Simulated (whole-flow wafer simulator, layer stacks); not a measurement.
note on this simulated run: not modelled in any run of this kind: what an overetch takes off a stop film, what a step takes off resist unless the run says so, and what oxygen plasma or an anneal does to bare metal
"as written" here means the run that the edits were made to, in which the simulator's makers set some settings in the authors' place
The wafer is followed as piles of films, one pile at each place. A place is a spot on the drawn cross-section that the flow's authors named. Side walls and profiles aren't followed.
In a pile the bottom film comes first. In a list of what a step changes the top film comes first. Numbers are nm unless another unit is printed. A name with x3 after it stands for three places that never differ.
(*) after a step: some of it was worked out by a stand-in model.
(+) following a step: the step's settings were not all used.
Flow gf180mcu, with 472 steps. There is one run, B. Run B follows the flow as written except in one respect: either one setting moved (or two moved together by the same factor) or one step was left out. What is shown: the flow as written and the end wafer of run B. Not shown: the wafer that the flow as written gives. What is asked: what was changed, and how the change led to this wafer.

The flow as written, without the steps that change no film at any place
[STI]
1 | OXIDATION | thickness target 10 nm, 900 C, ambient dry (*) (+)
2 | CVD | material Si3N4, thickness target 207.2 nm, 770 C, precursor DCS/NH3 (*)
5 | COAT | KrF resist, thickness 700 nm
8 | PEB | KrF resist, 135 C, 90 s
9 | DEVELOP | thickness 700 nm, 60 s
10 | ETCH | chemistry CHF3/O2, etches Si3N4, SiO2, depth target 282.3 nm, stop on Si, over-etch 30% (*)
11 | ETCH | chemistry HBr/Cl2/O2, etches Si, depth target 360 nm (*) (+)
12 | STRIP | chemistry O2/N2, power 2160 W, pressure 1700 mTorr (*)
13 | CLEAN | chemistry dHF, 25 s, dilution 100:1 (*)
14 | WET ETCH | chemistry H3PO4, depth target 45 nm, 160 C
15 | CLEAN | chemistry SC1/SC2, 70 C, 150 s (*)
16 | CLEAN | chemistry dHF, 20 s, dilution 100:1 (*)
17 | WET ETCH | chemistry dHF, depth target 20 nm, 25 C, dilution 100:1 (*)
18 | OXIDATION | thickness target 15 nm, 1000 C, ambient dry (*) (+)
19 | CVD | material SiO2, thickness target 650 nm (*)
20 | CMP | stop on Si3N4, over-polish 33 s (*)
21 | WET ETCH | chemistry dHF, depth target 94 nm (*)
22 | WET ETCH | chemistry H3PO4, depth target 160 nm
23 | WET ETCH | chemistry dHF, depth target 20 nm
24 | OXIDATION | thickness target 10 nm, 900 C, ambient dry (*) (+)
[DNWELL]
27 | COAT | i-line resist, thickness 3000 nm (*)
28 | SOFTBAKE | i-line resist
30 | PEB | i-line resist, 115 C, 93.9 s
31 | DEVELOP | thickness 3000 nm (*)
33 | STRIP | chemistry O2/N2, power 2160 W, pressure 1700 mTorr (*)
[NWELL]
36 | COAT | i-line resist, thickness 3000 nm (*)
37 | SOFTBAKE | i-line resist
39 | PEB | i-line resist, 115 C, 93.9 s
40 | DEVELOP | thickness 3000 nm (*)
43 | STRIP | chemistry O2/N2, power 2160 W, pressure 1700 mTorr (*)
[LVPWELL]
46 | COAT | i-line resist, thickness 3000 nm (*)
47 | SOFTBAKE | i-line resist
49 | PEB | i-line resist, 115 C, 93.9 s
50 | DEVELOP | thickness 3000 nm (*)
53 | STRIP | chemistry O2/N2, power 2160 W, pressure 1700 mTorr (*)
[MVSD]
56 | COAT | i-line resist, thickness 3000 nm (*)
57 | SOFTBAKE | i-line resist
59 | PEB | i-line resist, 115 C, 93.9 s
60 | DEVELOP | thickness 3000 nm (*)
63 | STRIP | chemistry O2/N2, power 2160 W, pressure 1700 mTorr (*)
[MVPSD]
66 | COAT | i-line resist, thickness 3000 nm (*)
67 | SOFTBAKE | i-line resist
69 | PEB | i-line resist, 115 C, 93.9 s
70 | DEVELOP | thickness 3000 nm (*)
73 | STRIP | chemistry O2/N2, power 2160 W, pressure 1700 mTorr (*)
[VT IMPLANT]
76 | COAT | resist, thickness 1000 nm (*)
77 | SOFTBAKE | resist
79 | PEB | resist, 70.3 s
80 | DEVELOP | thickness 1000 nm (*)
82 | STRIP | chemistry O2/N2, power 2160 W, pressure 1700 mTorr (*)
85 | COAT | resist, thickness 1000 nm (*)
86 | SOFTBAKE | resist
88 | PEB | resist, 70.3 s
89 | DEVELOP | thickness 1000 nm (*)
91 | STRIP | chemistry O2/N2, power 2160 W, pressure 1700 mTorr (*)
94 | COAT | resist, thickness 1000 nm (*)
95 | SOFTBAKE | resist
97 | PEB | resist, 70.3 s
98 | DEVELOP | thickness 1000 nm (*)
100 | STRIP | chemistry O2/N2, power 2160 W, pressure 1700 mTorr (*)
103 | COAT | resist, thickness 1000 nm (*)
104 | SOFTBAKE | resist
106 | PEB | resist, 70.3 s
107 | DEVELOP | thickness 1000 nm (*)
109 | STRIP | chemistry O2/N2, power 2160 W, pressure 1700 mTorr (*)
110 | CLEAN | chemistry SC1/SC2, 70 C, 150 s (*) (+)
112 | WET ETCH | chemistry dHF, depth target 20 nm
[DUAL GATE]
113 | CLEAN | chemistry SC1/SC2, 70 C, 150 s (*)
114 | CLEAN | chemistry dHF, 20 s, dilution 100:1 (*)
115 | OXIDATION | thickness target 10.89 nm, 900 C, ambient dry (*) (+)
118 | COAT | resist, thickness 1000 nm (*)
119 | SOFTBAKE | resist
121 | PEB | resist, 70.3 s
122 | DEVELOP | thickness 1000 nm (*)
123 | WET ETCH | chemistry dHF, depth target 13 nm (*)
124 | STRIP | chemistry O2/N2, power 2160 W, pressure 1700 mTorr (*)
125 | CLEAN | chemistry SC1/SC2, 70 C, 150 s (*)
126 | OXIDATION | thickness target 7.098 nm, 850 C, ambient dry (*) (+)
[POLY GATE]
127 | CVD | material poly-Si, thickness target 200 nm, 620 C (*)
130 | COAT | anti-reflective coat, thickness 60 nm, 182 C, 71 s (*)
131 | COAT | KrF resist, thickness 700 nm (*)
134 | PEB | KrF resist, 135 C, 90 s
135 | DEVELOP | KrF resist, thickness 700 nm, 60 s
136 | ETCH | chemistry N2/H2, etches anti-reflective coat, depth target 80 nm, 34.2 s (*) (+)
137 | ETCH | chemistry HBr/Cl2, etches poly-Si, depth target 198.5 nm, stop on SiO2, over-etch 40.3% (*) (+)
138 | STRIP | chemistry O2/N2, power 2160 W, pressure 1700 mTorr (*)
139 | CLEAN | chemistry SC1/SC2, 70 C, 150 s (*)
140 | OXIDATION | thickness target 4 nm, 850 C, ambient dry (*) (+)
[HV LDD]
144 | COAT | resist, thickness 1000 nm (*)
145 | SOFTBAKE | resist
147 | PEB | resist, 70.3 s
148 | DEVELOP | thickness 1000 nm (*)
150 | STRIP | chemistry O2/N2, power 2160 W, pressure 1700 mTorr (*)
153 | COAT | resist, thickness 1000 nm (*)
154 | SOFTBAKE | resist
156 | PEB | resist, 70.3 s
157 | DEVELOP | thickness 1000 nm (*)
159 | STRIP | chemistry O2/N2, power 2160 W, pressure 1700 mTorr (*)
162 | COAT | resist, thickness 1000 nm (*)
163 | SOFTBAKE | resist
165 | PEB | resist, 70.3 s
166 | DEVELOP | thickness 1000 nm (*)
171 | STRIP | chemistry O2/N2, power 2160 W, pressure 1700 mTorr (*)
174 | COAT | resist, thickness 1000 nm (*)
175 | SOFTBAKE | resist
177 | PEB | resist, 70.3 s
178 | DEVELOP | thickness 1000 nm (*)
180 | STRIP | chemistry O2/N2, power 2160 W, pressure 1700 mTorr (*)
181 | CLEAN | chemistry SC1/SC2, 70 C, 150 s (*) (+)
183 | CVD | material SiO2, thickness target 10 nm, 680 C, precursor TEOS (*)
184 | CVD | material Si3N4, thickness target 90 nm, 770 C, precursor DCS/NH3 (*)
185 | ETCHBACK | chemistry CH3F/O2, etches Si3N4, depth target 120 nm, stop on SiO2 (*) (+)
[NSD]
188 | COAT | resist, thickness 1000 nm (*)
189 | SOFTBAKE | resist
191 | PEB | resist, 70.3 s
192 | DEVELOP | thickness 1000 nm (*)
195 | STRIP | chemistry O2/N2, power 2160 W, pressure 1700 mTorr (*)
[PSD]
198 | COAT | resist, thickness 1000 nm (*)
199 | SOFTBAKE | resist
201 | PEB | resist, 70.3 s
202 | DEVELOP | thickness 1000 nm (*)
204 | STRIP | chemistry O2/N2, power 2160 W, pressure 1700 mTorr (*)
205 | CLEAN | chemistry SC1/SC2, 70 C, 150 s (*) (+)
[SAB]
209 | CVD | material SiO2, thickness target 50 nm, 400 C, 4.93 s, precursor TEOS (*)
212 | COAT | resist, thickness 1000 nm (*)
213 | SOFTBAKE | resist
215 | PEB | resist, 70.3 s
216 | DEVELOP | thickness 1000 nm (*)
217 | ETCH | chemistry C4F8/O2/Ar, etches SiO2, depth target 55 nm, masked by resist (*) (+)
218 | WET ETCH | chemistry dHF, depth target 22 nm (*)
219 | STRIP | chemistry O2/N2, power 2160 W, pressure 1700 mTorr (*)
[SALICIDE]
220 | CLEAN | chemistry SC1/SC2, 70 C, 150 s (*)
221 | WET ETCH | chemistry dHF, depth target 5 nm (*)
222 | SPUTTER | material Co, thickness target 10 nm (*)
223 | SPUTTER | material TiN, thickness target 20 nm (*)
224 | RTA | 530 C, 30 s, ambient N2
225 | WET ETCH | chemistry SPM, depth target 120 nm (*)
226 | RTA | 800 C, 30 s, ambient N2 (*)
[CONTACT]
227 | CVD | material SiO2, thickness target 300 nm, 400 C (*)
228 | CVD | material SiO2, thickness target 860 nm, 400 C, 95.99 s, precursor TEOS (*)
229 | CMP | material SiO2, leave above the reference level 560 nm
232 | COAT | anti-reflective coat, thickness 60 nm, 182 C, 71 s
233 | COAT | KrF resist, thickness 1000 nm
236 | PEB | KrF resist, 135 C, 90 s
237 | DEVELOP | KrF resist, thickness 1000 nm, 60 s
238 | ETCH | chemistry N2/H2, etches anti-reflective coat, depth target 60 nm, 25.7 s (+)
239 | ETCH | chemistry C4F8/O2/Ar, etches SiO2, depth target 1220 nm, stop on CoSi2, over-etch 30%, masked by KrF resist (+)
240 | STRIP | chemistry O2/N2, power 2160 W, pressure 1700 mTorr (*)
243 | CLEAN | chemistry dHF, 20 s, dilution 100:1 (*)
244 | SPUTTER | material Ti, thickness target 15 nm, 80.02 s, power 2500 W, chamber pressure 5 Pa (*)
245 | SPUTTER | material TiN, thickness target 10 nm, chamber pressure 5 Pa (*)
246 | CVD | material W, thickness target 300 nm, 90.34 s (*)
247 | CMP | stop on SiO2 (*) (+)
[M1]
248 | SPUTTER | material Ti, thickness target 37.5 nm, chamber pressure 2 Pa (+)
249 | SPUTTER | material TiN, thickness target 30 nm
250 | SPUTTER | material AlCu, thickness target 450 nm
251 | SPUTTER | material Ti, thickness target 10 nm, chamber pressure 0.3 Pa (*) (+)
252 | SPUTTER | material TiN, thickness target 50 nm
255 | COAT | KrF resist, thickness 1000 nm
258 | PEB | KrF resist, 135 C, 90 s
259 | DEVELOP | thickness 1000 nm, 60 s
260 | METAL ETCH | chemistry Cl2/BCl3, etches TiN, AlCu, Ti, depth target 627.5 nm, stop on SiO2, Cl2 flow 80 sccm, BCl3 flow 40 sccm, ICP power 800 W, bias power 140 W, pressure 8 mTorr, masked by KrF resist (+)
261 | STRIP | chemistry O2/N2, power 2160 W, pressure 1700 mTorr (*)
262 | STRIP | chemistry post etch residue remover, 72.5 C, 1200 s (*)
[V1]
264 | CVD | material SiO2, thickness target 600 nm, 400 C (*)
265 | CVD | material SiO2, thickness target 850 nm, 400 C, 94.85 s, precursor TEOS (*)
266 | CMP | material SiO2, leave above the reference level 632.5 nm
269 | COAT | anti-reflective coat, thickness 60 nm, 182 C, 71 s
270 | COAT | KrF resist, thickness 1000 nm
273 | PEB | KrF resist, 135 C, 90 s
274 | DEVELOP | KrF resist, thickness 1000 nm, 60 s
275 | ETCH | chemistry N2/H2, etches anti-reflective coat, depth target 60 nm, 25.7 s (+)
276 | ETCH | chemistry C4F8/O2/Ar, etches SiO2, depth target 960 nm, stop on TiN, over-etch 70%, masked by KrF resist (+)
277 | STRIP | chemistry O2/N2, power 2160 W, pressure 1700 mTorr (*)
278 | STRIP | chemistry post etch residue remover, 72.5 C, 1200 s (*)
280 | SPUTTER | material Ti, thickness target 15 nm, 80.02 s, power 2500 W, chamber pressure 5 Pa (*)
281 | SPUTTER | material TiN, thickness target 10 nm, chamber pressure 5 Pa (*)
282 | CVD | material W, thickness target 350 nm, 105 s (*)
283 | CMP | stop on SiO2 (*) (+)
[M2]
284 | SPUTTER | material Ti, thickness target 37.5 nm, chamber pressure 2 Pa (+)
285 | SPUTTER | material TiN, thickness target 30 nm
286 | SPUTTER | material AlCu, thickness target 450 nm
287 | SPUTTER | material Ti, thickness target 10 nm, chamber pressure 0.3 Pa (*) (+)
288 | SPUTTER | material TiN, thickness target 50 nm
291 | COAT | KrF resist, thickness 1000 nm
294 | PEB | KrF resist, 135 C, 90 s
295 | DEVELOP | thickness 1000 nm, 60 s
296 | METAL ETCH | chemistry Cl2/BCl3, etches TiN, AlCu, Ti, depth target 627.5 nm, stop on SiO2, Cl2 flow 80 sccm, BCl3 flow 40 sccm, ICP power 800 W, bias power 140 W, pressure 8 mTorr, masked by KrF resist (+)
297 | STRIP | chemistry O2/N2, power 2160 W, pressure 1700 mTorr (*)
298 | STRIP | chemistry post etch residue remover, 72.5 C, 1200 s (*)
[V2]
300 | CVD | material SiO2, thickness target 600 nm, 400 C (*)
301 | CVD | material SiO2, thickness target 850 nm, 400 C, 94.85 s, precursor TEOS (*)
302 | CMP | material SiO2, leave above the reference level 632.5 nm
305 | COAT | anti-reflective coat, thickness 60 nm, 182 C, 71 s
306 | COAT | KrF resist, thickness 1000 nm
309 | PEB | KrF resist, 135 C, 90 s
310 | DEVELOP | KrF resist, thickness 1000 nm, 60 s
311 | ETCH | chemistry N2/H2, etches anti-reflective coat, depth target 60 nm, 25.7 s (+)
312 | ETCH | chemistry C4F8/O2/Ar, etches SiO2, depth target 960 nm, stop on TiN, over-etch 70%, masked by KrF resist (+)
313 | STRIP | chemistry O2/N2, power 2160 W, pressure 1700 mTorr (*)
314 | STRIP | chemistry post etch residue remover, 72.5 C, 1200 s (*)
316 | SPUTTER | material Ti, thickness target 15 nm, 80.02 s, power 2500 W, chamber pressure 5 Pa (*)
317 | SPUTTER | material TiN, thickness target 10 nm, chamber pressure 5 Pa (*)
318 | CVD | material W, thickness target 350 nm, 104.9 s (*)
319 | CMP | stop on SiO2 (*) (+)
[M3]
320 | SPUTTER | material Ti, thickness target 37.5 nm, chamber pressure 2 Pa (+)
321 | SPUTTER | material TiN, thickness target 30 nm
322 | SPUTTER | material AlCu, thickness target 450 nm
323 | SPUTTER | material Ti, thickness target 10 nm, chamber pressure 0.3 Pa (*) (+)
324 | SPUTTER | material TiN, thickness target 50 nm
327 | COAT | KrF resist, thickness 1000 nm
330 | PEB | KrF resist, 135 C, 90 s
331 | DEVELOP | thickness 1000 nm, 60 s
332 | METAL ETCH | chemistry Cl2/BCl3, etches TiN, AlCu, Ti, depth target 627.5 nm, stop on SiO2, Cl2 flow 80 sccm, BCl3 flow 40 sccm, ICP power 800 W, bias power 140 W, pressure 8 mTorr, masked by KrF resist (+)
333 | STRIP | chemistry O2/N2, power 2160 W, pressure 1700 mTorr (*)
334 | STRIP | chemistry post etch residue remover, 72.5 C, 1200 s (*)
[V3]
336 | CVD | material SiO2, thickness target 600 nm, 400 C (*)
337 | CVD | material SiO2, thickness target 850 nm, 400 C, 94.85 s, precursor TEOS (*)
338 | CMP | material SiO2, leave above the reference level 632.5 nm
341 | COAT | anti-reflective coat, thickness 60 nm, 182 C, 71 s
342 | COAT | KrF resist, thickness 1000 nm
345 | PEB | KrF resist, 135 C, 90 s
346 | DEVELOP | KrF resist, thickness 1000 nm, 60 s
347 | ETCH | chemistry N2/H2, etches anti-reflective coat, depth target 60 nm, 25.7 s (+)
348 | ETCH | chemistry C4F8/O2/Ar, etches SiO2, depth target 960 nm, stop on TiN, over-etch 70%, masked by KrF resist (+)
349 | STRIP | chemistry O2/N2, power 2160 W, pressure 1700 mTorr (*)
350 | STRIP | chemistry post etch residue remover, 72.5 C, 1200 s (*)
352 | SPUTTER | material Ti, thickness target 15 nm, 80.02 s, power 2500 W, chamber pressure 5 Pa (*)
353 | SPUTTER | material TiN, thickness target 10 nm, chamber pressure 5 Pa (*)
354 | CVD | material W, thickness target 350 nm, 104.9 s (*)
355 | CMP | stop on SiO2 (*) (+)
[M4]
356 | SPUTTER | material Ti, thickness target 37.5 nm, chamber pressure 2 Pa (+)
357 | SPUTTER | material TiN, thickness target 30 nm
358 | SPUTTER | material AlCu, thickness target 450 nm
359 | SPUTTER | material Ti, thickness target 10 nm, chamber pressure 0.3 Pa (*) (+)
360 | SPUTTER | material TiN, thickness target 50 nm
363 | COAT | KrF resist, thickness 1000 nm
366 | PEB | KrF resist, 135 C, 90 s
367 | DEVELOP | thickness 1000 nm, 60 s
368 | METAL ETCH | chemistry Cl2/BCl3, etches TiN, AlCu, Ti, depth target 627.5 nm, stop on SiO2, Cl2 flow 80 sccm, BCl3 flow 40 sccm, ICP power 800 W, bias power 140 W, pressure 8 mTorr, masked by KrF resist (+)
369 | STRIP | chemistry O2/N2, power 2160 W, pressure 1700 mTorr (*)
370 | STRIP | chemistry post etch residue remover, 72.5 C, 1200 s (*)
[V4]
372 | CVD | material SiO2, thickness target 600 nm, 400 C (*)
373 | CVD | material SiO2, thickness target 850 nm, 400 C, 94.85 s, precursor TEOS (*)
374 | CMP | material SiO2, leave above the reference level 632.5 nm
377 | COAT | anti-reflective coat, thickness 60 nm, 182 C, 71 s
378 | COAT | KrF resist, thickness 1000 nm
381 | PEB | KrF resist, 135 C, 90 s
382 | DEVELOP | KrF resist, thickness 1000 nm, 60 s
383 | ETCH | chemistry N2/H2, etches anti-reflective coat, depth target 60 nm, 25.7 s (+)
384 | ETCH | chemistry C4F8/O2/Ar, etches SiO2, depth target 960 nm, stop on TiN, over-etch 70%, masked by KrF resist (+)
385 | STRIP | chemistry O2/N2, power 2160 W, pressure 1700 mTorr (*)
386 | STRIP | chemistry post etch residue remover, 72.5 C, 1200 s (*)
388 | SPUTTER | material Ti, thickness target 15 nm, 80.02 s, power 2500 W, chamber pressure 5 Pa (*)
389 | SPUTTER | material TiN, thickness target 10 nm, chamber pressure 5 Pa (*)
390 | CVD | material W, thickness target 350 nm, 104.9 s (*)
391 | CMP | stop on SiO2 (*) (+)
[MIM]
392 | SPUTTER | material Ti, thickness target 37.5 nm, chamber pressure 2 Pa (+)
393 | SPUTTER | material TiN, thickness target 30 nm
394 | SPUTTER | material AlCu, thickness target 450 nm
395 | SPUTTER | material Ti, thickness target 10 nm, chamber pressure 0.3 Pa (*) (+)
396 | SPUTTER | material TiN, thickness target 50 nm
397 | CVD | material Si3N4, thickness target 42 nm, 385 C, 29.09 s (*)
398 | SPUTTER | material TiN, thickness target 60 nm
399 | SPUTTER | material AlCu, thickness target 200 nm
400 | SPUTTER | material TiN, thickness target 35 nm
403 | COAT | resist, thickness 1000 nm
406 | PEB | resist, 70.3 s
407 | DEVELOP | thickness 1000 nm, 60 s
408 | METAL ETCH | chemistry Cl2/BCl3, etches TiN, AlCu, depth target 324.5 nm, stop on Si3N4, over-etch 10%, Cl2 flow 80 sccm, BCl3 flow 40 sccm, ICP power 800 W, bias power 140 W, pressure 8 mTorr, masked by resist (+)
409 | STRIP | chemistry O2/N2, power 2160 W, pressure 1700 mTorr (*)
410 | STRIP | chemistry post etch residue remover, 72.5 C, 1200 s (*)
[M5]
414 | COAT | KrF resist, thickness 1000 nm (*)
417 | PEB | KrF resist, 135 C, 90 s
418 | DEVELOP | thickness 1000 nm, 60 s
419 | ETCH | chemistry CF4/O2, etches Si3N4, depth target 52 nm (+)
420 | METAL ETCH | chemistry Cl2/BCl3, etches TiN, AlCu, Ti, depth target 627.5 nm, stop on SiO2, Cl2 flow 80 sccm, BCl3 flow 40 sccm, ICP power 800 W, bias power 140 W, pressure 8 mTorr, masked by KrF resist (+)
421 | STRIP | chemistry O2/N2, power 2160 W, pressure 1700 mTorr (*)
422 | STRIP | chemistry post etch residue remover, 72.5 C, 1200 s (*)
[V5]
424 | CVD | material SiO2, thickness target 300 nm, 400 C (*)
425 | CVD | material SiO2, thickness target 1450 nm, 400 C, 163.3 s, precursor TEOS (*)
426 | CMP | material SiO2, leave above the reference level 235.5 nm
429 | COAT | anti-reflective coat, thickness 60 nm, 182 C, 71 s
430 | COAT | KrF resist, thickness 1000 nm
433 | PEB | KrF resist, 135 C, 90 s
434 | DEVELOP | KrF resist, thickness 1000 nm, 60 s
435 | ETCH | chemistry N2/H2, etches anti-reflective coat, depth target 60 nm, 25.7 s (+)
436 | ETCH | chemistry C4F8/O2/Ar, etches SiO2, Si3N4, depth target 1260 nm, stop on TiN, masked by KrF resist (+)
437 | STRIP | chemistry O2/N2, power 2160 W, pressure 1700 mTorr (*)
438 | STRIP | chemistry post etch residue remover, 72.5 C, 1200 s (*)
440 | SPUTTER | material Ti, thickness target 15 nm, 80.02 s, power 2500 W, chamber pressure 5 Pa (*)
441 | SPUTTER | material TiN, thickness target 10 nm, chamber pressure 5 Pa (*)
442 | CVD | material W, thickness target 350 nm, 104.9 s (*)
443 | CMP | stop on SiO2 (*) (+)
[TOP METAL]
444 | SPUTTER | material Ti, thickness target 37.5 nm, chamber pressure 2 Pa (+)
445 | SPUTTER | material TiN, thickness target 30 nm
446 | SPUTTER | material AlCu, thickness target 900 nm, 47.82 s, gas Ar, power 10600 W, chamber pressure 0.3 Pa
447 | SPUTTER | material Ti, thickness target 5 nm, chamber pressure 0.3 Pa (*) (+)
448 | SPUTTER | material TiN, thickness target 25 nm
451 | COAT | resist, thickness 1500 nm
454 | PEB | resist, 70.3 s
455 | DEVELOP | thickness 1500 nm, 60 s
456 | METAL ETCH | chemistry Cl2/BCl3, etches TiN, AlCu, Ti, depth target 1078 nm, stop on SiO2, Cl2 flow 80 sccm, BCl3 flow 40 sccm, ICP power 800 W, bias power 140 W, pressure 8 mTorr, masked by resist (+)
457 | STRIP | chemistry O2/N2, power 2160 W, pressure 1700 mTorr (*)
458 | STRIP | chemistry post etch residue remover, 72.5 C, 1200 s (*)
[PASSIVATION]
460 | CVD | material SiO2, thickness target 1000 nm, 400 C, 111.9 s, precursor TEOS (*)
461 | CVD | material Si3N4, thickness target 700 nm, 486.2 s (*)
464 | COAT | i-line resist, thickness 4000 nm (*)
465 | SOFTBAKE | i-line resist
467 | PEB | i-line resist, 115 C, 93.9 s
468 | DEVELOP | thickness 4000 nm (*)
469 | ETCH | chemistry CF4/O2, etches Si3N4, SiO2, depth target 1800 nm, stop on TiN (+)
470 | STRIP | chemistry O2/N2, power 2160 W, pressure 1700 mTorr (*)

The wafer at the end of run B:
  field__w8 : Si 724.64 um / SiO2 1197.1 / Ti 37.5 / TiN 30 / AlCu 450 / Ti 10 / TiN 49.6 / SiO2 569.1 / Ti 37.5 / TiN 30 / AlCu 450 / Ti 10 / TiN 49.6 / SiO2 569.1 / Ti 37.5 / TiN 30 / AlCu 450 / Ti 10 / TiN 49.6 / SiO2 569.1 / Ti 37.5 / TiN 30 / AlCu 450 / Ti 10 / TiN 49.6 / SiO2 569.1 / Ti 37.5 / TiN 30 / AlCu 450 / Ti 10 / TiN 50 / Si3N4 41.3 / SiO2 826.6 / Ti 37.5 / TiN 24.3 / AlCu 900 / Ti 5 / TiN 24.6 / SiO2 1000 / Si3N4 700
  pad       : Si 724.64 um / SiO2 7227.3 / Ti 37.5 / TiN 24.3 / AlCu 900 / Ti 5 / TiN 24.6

What caused this: step 445, SPUTTER: thickness target 24.3 nm was run, though the flow has thickness target 30 nm.
The wafer itself shows it: field__w8 has TiN 24.3, and step 445 as written asks for 30 nm.

How this came from the change, step by step:
  445 | SPUTTER | material TiN, thickness target 30 nm
      field, field__w1, field__w2 and 109 more: TiN gains 24.3 (new film) (as written it would have been: TiN gains 30 (new film))
  456 | METAL ETCH | chemistry Cl2/BCl3, etches TiN, AlCu, Ti, depth target 1078 nm, stop on SiO2, Cl2 flow 80 sccm, BCl3 flow 40 sccm, ICP power 800 W, bias power 140 W, pressure 8 mTorr, masked by resist (+)
      field, field__w1, field__w2 and 103 more: TiN loses 25 (all of it), Ti loses 5 (all of it), AlCu loses 900 (all of it), TiN loses 24.3 (all of it), Ti loses 37.5 (all of it) (as written it would have been: TiN loses 25 (all of it), Ti loses 5 (all of it), AlCu loses 900 (all of it), TiN loses 30 (all of it), Ti loses 37.5 (all of it))
